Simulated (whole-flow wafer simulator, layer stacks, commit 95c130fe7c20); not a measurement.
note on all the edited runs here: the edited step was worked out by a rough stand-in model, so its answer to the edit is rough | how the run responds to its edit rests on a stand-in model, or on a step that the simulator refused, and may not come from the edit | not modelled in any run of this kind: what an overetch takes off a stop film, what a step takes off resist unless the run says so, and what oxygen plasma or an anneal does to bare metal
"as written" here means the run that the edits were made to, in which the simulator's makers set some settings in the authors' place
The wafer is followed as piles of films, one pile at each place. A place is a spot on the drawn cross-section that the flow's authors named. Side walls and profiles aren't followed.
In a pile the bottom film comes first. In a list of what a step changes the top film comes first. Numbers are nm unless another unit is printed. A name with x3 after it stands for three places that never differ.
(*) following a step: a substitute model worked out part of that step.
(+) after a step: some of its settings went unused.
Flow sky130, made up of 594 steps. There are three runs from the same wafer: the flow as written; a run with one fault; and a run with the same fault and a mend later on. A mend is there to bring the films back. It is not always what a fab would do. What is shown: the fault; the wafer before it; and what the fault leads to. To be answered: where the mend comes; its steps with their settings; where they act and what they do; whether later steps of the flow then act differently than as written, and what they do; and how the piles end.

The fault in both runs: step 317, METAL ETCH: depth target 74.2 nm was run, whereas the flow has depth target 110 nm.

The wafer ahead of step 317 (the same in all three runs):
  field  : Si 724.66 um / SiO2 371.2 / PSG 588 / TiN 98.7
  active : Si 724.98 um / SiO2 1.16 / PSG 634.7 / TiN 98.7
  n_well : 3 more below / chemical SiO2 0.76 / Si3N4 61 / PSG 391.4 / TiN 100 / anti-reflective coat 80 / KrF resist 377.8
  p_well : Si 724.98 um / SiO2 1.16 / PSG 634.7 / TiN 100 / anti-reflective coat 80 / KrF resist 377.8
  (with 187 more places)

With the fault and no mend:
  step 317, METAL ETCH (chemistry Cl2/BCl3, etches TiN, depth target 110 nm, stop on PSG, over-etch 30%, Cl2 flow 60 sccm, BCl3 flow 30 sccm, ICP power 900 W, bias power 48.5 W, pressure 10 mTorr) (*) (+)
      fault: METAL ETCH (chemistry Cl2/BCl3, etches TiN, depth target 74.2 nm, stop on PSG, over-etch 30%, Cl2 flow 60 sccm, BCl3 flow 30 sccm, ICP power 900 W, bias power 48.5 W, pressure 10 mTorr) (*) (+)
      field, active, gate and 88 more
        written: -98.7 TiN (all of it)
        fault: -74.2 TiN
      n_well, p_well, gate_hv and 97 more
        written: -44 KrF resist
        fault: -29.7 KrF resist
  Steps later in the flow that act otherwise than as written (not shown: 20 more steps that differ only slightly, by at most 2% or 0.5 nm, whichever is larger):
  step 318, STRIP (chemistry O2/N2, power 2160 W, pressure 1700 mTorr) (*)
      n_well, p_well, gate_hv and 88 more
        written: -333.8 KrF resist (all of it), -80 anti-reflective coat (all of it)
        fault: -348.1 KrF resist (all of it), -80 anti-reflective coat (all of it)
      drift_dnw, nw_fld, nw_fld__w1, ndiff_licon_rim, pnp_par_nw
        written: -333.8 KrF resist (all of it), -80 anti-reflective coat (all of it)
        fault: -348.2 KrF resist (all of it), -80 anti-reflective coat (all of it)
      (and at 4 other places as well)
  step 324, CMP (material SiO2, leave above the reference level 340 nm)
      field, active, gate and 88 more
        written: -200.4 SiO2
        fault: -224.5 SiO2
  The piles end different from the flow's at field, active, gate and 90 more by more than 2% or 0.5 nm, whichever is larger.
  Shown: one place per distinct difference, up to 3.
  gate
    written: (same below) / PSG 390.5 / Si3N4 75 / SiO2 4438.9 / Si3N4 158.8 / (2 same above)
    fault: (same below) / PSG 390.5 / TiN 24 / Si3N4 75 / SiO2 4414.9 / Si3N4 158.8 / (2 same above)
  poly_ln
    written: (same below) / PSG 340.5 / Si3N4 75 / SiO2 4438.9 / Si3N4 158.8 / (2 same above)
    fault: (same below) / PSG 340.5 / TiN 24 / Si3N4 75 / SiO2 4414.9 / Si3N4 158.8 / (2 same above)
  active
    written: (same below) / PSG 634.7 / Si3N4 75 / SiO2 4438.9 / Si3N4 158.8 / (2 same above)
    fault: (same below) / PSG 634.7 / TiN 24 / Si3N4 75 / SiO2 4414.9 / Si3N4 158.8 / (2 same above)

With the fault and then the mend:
  The mend stands after step 317.
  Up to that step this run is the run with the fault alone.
  step 317a, METAL ETCH (chemistry Cl2/BCl3, etches TiN, depth target 35.8 nm, stop on PSG, over-etch 30%, Cl2 flow 60 sccm, BCl3 flow 30 sccm, ICP power 900 W, bias power 48.5 W, pressure 10 mTorr) (*) (+) (a further turn of the flow's step 317, with different settings)
      n_well, p_well, gate_hv and 97 more
        -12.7 KrF resist
      field, active, gate and 88 more
        -24.5 TiN (all of it)
  Later steps of the flow that are run all act as written at every place that is followed, up to a difference of at most 2% or 0.5 nm, whichever is larger.
  The piles end the same as the flow's at every place that both follow.
